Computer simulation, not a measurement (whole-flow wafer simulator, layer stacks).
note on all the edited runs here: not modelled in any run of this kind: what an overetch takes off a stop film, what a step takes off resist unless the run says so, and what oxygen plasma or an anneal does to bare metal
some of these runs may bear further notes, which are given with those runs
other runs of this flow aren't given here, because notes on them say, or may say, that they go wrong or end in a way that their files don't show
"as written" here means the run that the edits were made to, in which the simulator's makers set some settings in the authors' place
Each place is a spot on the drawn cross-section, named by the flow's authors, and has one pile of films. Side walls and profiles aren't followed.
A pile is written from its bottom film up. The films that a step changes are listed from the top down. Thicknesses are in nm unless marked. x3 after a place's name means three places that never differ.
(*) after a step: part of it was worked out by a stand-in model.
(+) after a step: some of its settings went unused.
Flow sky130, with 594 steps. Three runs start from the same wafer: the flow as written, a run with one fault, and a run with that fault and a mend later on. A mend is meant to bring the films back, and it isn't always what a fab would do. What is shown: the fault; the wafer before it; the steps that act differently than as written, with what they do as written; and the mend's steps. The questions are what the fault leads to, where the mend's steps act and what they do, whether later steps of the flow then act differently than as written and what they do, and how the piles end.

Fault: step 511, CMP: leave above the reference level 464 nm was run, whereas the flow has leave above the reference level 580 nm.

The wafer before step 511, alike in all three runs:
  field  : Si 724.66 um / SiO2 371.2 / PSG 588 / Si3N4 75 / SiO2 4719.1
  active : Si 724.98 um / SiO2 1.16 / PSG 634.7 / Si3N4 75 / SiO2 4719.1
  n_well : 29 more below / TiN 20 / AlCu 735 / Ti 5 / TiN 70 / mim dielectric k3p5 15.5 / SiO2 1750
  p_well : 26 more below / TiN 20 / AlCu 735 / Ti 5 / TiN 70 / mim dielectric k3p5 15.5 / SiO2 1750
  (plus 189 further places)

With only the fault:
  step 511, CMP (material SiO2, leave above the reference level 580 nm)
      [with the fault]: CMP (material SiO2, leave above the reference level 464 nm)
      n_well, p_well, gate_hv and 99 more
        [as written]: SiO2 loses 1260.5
        [with the fault]: SiO2 loses 1376.5
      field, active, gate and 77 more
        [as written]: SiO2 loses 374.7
        [with the fault]: SiO2 loses 490.7
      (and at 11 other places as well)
  Steps further on in the flow that do not act as written:
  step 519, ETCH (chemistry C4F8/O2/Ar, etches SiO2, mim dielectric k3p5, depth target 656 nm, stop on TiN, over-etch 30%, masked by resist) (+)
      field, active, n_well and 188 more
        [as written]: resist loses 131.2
        [with the fault]: resist loses 101.3
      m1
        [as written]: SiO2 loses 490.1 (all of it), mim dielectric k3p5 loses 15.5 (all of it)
        [with the fault]: SiO2 loses 374.1 (all of it), mim dielectric k3p5 loses 15.5 (all of it)
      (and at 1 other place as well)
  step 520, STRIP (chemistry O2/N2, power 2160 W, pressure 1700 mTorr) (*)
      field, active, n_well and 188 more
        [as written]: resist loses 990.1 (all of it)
        [with the fault]: resist loses 1020 (all of it)
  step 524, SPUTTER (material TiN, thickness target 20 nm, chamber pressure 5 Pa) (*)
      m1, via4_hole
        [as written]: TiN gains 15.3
        [with the fault]: TiN gains 16.1
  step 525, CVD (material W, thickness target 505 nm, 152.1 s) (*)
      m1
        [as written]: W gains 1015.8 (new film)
        [with the fault]: W gains 702.2 (new film)
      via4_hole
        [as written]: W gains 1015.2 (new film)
        [with the fault]: W gains 703.3 (new film)
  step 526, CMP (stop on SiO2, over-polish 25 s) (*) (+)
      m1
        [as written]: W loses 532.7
        [with the fault]: W loses 335.9
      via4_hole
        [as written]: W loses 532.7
        [with the fault]: W loses 337.6
  By the end, the piles at field, active, n_well and 190 more depart from the flow's by more than 2% or 0.5 nm, whichever is larger.
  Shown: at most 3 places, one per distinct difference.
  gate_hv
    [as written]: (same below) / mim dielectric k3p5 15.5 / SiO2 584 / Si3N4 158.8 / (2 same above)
    [with the fault]: (same below) / mim dielectric k3p5 15.5 / SiO2 468 / Si3N4 158.8 / (2 same above)
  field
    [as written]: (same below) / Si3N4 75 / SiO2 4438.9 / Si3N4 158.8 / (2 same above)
    [with the fault]: (same below) / Si3N4 75 / SiO2 4322.9 / Si3N4 158.8 / (2 same above)
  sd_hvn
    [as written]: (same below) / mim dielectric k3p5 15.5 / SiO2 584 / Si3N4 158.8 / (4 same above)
    [with the fault]: (same below) / mim dielectric k3p5 15.5 / SiO2 468 / Si3N4 158.8 / (4 same above)

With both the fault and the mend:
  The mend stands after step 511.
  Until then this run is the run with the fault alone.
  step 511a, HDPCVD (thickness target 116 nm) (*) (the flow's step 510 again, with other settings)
      field, active, n_well and 190 more
        SiO2 gains 116
  Later steps of the flow that are run all act as written at every place that is followed.
  At every place that both follow, the piles at the end match the flow's.
